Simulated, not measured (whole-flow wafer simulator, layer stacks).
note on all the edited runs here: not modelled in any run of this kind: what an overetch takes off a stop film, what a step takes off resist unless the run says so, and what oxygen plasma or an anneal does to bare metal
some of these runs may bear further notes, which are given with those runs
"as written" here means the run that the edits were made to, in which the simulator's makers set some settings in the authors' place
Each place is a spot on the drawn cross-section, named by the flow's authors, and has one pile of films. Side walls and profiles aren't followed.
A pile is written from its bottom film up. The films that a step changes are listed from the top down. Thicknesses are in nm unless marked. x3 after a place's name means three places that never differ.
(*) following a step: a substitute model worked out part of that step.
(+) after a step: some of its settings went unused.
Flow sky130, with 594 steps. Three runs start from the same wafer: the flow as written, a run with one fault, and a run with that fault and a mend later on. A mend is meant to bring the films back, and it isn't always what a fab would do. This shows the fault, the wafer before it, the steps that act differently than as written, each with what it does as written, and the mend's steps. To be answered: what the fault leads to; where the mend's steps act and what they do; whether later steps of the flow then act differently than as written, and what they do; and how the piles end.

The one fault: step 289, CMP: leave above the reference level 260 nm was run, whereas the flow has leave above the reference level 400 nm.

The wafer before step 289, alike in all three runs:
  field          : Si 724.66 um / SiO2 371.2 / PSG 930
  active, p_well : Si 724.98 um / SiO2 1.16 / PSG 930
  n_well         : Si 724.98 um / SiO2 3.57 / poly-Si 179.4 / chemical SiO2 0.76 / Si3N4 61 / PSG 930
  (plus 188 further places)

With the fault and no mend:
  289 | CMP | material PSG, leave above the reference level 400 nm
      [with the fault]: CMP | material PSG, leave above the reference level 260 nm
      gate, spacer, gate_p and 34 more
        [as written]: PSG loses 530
        [with the fault]: PSG loses 670
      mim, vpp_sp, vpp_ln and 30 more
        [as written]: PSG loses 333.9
        [with the fault]: PSG loses 473.9
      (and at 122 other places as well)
  Steps further on in the flow that do not act as written:
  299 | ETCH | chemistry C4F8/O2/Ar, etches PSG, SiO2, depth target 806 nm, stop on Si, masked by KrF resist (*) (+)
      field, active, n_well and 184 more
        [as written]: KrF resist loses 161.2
        [with the fault]: KrF resist loses 151.4
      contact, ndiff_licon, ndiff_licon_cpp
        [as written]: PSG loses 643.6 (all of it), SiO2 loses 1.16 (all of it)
        [with the fault]: PSG loses 503.6 (all of it), SiO2 loses 1.16 (all of it)
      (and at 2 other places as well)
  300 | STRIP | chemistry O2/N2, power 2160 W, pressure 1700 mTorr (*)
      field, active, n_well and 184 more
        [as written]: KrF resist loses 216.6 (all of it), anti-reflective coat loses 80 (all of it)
        [with the fault]: KrF resist loses 226.4 (all of it), anti-reflective coat loses 80 (all of it)
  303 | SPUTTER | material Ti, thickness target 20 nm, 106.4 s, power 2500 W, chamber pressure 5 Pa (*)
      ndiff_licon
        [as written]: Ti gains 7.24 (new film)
        [with the fault]: Ti gains 9.05 (new film)
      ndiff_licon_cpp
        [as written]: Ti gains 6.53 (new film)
        [with the fault]: Ti gains 8.14 (new film)
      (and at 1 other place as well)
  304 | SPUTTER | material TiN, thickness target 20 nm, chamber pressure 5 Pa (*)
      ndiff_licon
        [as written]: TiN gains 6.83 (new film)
        [with the fault]: TiN gains 8.63 (new film)
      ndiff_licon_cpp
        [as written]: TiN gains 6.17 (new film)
        [with the fault]: TiN gains 7.77 (new film)
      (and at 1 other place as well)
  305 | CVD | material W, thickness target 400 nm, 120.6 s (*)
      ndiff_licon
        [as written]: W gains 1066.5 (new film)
        [with the fault]: W gains 922.9 (new film)
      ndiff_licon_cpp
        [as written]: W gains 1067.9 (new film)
        [with the fault]: W gains 924.7 (new film)
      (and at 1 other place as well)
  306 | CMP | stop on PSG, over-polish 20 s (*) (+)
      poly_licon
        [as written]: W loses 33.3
        [with the fault]: W loses 173.3
  By the end, the piles at field, active, n_well and 190 more depart from the flow's by more than 2% or 0.5 nm, whichever is larger.
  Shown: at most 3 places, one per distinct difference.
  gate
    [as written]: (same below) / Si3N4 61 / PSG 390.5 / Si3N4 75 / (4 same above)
    [with the fault]: (same below) / Si3N4 61 / PSG 250.5 / Si3N4 75 / (4 same above)
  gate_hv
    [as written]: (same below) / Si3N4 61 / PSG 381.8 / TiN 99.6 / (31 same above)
    [with the fault]: (same below) / Si3N4 61 / PSG 241.8 / TiN 99.6 / (31 same above)
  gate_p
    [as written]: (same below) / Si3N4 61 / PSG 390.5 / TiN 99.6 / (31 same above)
    [with the fault]: (same below) / Si3N4 61 / PSG 250.5 / TiN 99.6 / (31 same above)

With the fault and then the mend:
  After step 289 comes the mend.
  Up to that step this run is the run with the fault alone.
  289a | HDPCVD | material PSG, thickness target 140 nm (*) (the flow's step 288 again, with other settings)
      field, active, n_well and 189 more
        PSG gains 140
  Every later step of the flow that is run acts as written, at every place that is followed, to within 2% or 0.5 nm, whichever is larger.
  When the end is reached, the piles differ only a little from the flow's at the places that both follow, at most by 2% or 0.5 nm, whichever is larger.
